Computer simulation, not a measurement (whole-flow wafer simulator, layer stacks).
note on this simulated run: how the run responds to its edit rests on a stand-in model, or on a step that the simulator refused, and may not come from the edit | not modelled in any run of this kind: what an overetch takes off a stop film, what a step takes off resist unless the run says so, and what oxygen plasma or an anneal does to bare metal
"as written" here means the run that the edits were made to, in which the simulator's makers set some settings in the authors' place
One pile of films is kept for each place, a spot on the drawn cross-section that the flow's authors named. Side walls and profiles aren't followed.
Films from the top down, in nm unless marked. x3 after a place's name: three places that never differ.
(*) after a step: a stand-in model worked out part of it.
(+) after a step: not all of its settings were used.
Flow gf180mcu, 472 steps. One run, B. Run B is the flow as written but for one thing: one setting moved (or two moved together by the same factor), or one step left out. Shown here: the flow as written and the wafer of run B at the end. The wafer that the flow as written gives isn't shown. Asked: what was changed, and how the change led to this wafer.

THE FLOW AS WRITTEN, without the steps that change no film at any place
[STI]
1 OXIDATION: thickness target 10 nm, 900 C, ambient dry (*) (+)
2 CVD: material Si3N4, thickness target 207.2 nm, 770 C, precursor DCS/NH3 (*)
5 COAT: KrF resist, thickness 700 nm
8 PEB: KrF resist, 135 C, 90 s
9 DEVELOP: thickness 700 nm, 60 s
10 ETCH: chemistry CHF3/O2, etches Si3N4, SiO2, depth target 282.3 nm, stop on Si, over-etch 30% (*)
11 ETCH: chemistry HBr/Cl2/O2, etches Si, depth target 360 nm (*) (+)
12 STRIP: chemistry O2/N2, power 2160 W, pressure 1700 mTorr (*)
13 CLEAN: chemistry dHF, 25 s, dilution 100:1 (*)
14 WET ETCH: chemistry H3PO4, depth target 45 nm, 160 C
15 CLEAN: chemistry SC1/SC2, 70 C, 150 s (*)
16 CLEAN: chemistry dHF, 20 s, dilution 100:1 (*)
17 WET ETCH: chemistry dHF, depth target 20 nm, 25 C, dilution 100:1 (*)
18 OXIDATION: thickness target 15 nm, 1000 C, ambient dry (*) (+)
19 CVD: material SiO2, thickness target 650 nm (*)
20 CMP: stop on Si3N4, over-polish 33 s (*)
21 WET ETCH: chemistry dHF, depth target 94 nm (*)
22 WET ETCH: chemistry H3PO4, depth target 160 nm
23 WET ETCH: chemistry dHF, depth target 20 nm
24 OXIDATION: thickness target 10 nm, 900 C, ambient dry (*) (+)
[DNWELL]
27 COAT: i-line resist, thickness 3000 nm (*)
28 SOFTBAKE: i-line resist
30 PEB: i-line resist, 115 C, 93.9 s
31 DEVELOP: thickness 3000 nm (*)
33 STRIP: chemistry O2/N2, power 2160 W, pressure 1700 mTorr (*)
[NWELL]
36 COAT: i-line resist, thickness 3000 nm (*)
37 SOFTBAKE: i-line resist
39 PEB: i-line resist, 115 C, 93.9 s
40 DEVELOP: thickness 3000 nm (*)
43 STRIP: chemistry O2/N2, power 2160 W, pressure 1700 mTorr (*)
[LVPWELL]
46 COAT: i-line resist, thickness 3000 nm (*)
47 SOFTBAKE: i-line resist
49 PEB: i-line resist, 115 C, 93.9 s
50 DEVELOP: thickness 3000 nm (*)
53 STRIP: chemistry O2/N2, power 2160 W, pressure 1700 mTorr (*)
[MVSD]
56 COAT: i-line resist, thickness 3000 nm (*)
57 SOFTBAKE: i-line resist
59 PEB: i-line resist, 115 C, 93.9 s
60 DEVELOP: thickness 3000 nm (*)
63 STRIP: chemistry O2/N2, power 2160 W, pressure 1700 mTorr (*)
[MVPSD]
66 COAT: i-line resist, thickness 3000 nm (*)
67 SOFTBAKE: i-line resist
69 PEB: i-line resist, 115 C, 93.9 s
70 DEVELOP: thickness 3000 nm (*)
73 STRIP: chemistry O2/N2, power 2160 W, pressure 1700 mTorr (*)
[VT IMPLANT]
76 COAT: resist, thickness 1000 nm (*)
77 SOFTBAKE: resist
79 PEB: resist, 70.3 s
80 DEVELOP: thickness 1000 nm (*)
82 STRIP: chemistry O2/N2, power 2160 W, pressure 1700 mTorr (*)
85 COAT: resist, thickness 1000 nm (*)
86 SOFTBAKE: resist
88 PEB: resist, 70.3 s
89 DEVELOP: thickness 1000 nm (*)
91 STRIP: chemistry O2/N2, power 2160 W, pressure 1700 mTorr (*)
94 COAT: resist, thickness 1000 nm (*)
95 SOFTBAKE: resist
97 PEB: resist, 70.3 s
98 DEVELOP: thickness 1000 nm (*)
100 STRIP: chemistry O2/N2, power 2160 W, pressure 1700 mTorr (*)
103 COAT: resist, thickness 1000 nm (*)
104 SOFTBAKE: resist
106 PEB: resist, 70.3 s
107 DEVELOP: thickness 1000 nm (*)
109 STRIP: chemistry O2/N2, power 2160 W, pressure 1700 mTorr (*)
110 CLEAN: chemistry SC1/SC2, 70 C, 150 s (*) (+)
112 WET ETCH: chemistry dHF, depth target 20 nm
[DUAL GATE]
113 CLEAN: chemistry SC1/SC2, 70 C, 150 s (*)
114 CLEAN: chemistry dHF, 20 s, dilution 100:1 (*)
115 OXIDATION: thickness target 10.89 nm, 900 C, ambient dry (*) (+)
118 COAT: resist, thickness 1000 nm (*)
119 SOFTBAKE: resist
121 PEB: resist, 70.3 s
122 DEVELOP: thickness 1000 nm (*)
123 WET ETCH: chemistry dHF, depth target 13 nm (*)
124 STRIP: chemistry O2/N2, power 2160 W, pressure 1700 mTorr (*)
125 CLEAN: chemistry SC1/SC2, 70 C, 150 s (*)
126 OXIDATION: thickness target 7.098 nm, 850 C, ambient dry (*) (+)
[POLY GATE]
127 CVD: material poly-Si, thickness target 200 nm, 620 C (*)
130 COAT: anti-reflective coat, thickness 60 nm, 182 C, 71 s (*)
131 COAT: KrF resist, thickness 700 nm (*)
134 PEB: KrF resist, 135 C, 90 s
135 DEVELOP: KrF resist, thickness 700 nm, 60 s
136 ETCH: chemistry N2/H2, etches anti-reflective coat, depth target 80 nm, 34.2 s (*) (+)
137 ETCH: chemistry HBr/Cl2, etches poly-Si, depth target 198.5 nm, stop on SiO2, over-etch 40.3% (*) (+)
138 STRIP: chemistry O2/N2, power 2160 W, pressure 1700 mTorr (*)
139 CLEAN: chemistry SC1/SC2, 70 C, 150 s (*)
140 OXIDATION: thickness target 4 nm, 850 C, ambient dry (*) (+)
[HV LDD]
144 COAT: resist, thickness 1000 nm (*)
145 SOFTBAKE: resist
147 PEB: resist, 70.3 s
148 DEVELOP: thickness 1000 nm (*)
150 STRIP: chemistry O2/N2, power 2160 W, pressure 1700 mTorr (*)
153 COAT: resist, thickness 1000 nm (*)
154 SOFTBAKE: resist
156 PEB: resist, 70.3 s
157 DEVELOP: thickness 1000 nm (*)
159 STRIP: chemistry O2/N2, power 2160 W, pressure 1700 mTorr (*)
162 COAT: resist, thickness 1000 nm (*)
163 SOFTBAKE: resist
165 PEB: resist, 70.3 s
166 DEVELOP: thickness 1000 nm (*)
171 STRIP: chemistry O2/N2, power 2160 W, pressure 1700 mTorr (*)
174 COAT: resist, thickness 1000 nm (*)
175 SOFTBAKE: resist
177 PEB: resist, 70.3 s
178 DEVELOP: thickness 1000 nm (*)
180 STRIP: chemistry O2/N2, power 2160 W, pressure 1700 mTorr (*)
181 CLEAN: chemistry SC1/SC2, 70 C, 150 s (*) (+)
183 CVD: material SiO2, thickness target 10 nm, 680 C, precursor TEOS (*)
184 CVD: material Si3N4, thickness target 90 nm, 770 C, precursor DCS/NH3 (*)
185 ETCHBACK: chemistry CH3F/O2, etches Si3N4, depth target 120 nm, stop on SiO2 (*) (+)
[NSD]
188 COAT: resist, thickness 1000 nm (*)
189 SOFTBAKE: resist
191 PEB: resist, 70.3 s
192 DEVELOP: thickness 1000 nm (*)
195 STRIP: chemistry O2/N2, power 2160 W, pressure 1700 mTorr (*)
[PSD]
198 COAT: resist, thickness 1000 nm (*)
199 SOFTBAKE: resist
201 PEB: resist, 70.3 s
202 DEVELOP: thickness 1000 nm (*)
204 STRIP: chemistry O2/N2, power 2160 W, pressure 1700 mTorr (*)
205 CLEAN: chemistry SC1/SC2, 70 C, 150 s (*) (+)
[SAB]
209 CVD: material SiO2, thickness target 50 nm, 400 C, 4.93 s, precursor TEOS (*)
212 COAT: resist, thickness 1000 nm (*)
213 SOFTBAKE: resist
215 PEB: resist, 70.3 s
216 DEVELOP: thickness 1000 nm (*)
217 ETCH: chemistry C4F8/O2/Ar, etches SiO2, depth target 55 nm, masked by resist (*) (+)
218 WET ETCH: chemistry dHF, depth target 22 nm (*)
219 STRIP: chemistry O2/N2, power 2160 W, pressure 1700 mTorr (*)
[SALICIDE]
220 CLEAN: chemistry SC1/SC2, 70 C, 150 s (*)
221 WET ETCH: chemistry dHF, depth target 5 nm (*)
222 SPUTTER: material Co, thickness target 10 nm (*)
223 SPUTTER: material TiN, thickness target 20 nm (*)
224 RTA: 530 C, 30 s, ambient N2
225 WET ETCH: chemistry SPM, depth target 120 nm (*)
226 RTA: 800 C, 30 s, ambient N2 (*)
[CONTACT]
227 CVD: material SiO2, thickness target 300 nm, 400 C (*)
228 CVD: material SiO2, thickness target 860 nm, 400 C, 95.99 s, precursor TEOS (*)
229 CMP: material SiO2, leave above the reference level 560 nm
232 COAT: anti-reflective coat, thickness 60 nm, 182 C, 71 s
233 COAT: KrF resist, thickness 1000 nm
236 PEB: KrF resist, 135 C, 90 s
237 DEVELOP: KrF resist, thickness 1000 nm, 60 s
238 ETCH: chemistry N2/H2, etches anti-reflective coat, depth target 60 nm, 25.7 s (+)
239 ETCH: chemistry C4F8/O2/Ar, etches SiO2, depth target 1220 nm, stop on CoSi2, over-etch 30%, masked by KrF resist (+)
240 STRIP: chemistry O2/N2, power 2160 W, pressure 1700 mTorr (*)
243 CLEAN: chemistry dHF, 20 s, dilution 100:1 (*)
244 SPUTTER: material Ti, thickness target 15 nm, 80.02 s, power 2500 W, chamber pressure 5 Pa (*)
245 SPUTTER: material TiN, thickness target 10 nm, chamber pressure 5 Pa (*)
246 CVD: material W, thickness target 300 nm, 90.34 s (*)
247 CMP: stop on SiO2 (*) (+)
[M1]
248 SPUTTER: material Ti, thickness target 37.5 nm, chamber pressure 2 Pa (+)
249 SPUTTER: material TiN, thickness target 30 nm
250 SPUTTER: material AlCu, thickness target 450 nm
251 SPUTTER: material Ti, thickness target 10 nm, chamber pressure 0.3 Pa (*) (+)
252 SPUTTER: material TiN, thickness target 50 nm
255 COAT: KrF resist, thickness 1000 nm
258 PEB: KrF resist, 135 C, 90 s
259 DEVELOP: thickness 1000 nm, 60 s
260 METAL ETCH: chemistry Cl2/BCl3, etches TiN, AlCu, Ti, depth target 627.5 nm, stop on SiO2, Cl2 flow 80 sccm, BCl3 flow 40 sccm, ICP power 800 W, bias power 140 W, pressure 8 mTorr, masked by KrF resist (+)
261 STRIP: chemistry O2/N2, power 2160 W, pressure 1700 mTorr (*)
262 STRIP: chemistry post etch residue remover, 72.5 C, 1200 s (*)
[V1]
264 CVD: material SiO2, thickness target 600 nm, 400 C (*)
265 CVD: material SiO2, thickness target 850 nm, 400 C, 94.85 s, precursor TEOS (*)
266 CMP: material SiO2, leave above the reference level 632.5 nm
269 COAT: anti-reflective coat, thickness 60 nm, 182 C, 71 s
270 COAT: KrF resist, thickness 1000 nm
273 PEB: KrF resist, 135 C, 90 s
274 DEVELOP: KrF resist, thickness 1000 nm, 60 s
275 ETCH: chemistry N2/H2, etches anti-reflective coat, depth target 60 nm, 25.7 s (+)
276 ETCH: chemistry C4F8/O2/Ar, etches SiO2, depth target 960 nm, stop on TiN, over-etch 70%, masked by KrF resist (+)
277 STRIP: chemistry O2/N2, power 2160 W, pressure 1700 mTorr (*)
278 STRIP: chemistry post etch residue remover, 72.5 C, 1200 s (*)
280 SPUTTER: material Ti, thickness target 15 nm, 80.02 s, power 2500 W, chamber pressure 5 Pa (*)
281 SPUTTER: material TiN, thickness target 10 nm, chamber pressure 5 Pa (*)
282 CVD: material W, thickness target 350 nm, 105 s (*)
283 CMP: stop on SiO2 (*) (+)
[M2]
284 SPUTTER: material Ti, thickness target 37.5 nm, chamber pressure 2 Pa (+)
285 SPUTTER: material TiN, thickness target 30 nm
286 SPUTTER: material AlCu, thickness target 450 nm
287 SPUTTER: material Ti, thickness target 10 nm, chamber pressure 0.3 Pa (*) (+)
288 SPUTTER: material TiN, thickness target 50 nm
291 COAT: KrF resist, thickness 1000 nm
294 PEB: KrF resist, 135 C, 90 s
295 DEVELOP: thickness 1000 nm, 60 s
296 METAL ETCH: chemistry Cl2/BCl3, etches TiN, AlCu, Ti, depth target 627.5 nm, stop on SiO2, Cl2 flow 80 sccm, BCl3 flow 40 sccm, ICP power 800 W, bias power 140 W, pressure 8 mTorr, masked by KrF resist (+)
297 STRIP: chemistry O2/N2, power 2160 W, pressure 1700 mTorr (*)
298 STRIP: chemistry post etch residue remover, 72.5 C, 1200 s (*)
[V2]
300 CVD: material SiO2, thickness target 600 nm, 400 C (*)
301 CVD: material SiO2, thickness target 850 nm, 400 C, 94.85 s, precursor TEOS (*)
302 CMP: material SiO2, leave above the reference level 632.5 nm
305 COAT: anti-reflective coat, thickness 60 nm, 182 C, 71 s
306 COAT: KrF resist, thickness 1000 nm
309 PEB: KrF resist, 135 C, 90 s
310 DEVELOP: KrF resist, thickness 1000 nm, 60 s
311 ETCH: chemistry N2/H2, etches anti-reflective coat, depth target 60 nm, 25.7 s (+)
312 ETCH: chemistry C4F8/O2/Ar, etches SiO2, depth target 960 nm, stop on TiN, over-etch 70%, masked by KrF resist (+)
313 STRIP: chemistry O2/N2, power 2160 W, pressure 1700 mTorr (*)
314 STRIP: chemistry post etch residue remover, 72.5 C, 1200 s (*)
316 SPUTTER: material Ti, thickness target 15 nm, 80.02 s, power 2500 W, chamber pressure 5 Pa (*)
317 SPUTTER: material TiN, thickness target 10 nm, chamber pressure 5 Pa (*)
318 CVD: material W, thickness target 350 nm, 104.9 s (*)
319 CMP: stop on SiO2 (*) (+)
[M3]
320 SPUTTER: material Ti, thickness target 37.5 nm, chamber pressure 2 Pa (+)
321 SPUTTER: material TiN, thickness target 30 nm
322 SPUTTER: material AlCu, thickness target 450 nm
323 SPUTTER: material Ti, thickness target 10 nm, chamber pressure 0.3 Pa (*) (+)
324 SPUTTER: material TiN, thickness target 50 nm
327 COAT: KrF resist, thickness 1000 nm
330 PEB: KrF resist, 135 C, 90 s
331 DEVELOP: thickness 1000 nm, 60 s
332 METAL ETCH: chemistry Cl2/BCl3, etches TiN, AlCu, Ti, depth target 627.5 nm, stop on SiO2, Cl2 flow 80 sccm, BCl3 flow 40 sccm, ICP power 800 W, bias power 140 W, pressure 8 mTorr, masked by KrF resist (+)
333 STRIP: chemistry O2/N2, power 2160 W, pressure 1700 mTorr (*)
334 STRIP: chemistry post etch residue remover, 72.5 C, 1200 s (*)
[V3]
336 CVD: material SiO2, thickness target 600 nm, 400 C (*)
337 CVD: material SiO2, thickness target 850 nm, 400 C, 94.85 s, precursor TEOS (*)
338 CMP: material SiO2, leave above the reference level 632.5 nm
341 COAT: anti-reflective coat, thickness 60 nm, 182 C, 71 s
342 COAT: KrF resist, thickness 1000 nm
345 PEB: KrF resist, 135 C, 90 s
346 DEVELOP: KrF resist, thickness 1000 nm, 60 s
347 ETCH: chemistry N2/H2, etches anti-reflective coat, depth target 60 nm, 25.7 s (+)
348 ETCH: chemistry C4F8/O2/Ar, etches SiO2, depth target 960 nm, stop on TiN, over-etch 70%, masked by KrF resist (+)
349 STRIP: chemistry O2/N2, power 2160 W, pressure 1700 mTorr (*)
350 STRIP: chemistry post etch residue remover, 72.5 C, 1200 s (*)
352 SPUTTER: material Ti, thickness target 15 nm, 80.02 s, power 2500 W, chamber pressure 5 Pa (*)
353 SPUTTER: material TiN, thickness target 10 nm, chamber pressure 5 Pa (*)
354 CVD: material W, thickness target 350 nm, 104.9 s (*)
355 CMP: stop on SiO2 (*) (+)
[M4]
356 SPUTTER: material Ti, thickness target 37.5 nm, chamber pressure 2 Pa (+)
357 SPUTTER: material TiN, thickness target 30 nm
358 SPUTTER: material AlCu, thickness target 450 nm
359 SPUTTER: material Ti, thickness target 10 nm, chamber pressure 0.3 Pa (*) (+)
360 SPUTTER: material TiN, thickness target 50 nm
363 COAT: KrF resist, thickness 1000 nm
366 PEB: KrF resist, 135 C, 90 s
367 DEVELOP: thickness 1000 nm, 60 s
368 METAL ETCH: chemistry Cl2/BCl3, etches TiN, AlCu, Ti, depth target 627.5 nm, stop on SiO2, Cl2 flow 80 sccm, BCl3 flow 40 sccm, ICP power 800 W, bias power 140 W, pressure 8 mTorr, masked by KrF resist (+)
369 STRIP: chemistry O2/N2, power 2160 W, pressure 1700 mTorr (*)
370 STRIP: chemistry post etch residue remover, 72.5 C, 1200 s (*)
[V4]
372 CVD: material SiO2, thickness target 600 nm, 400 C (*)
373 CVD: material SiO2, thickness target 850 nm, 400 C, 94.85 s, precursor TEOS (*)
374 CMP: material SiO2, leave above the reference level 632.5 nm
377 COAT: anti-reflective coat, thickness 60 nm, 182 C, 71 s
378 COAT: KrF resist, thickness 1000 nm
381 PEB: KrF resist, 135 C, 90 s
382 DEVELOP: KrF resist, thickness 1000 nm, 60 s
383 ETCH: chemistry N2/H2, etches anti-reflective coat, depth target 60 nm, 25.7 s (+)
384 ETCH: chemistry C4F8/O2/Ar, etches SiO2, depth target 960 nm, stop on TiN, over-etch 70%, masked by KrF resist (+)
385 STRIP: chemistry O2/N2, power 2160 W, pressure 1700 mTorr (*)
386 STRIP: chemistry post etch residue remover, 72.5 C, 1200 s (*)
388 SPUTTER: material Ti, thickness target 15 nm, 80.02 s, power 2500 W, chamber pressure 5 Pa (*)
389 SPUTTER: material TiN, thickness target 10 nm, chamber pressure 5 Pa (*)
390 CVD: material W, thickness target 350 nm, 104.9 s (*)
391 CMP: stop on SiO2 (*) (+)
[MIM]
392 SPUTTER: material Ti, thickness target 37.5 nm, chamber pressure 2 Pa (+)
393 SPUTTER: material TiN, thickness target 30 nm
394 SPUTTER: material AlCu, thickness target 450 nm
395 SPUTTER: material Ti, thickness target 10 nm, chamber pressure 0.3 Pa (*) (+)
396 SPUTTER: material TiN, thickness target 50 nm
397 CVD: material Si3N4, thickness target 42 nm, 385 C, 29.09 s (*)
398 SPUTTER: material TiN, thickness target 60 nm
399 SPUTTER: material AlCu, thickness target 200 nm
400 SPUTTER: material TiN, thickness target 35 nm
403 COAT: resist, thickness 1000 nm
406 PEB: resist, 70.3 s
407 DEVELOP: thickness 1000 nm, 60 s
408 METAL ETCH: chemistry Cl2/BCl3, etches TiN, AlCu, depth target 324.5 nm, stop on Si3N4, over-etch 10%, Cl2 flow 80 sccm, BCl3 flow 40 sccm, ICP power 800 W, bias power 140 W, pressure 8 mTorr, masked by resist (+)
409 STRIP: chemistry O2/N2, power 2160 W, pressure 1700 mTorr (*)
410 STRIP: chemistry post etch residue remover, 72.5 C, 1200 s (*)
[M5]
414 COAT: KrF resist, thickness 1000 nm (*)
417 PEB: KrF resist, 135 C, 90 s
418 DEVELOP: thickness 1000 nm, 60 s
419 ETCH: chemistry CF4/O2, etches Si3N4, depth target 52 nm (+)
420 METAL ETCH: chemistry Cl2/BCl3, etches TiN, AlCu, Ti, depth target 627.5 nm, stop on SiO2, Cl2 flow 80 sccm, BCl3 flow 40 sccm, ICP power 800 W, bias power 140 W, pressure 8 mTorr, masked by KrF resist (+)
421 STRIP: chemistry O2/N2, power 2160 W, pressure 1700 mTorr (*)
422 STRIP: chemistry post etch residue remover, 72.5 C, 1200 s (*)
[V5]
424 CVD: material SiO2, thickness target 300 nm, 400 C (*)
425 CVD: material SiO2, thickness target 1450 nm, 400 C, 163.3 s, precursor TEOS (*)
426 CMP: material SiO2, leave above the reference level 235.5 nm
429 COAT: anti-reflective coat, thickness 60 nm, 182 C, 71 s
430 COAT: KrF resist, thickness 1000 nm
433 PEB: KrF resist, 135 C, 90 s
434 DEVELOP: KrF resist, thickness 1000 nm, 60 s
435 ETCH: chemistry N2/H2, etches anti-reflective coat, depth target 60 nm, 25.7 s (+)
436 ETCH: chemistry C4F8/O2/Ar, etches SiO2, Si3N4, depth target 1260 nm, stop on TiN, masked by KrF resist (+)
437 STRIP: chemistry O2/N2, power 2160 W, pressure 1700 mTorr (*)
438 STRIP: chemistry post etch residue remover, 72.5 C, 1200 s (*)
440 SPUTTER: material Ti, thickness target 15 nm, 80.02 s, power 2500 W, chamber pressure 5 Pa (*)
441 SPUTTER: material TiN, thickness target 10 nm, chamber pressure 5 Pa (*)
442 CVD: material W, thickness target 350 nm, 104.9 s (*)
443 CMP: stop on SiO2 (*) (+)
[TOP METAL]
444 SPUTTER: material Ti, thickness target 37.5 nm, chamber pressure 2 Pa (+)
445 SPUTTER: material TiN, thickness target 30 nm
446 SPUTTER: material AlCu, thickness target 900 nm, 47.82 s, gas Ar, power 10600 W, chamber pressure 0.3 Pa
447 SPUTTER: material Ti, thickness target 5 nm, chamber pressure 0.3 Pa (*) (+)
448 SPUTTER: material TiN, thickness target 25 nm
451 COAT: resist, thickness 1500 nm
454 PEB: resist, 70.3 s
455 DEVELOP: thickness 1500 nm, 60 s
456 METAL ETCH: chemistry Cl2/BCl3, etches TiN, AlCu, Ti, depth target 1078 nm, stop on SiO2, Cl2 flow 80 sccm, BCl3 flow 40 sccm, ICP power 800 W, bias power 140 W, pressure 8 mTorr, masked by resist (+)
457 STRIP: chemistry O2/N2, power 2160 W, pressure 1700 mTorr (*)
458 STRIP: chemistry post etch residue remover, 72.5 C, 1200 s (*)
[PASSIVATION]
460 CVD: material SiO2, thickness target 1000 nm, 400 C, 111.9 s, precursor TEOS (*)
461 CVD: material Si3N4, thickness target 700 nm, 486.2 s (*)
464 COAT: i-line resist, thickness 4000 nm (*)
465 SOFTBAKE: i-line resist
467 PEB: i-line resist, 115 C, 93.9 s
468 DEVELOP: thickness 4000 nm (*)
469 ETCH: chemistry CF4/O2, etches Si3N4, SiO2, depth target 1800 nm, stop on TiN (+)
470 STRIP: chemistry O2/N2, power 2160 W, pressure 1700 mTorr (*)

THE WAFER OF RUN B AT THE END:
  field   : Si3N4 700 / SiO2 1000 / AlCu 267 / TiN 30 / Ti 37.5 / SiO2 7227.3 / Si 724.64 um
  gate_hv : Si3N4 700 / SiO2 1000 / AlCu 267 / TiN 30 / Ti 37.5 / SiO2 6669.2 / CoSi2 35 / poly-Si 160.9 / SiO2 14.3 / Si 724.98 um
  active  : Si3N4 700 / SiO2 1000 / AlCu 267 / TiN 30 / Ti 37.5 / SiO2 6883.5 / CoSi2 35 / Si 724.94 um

The cause: step 456, METAL ETCH: depth target 657.3 nm was run, where the flow has depth target 1078 nm.

How the change led to this, step by step:
  456 METAL ETCH: chemistry Cl2/BCl3, etches TiN, AlCu, Ti, depth target 1078 nm, stop on SiO2, Cl2 flow 80 sccm, BCl3 flow 40 sccm, ICP power 800 W, bias power 140 W, pressure 8 mTorr, masked by resist (+)
      field, field__w1, field__w2 and 103 more: TiN -25 (all of it), Ti -5 (all of it), AlCu -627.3 (as written it would be: TiN -25 (all of it), Ti -5 (all of it), AlCu -900 (all of it), TiN -30 (all of it), Ti -37.5 (all of it))
      field__w8, contact, m1, m1__w1, pad, m1_nw: resist -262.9 (as written it would be: resist -431)
  457 STRIP: chemistry O2/N2, power 2160 W, pressure 1700 mTorr (*)
      field__w8, contact, m1, m1__w1, pad, m1_nw: resist -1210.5 (all of it) (as written it would be: resist -1042.5 (all of it))
  458 STRIP: chemistry post etch residue remover, 72.5 C, 1200 s (*)
      field, field__w1, field__w2 and 103 more: AlCu -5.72 (as written it would be: nothing)
  460 CVD: material SiO2, thickness target 1000 nm, 400 C, 111.9 s, precursor TEOS (*)
      field, field__w1, field__w2 and 103 more: SiO2 +1000 (new film) (as written it would be: SiO2 +1000)
  464 COAT: i-line resist, thickness 4000 nm (*)
      field__w8: i-line resist +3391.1 (new film) (as written it would be: i-line resist +3093.1 (new film))
      contact: i-line resist +3425.1 (new film) (as written it would be: i-line resist +3153.6 (new film))
      (and at 4 more places)
  465 SOFTBAKE: i-line resist
      gate: i-line resist -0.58 (as written it would be: i-line resist +1.79)
      field__w11, field__w13: i-line resist +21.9 (as written it would be: i-line resist +37.6)
      (and at 66 more places)
  467 PEB: i-line resist, 115 C, 93.9 s
      field__w8, m1__w1: i-line resist -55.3 (as written it would be: i-line resist -49.2)
      contact: i-line resist -55.5 (as written it would be: i-line resist -49.6)
      (and at 3 more places)
  468 DEVELOP: thickness 4000 nm (*)
      pad: i-line resist -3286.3 (all of it) (as written it would be: i-line resist -2960.4 (all of it))
  470 STRIP: chemistry O2/N2, power 2160 W, pressure 1700 mTorr (*)
      field__w8, m1__w1: i-line resist -2096.6 (all of it) (as written it would be: i-line resist -1775.9 (all of it))
      contact: i-line resist -2109.4 (all of it) (as written it would be: i-line resist -1798.3 (all of it))
      (and at 2 more places)
Counting metal films that touch as one body, field has 1 body; the flow as written gives 0 bodies.
Counting metal films that touch as one body, gate_hv has 2 bodies (between them, from the top down: SiO2 6669.2); the flow as written gives 1 body.
Counting metal films that touch as one body, active has 2 bodies (between them, from the top down: SiO2 6883.5); the flow as written gives 1 body.
